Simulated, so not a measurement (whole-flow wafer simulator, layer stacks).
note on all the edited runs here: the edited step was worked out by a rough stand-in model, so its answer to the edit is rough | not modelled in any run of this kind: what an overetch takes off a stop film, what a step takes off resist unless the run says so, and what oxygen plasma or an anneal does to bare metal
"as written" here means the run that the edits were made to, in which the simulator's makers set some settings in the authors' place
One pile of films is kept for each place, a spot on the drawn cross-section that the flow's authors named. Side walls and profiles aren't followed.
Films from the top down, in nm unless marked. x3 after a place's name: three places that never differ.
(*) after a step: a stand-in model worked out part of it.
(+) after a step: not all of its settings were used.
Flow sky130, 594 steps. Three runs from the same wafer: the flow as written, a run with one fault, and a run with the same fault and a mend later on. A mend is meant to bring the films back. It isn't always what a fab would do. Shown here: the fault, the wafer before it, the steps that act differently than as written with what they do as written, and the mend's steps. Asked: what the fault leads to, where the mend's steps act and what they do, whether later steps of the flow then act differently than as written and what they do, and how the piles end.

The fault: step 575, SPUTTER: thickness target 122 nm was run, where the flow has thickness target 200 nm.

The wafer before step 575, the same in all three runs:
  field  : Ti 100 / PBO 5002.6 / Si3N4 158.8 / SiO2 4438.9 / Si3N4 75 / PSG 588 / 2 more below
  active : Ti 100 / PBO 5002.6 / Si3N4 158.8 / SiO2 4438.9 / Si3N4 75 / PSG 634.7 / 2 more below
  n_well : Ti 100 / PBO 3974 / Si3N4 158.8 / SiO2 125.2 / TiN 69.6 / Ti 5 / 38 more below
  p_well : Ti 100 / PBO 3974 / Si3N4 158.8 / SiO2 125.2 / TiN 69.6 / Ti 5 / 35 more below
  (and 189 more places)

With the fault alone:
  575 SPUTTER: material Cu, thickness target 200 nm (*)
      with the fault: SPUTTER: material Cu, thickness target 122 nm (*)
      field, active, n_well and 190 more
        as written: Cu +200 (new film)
        with the fault: Cu +122 (new film)
  Later steps of the flow that act differently than as written (6 more steps differ only slightly, by at most 2% or 0.5 nm, whichever is larger, and aren't shown):
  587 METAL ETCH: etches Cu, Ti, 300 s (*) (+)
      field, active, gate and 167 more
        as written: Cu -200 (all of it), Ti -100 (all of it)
        with the fault: Cu -122 (all of it), Ti -100 (all of it)
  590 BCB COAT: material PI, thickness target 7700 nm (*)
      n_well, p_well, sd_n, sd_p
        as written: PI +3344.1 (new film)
        with the fault: PI +3422.1 (new film)
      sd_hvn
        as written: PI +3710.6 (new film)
        with the fault: PI +3786.4 (new film)
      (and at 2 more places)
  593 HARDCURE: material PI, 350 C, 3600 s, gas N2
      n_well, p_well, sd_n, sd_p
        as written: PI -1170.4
        with the fault: PI -1197.7
  At the end the piles differ from the flow's by more than 2% or 0.5 nm, whichever is larger, at n_well, p_well, sd_n and 15 more.
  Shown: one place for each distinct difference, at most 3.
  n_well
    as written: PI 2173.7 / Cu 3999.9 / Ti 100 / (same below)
    with the fault: PI 2224.4 / Cu 3921.9 / Ti 100 / (same below)
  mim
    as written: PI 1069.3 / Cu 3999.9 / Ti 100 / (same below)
    with the fault: PI 1142.3 / Cu 3921.9 / Ti 100 / (same below)
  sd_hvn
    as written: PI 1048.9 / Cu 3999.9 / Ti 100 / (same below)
    with the fault: PI 1124 / Cu 3921.9 / Ti 100 / (same below)

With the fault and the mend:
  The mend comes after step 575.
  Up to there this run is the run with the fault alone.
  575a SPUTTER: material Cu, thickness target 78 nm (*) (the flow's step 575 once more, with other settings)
      field, active, n_well and 190 more
        Cu +78
  No later step of the flow acts differently than as written at any place that is followed.
  At the end the piles are the same as the flow's at every place that both follow.
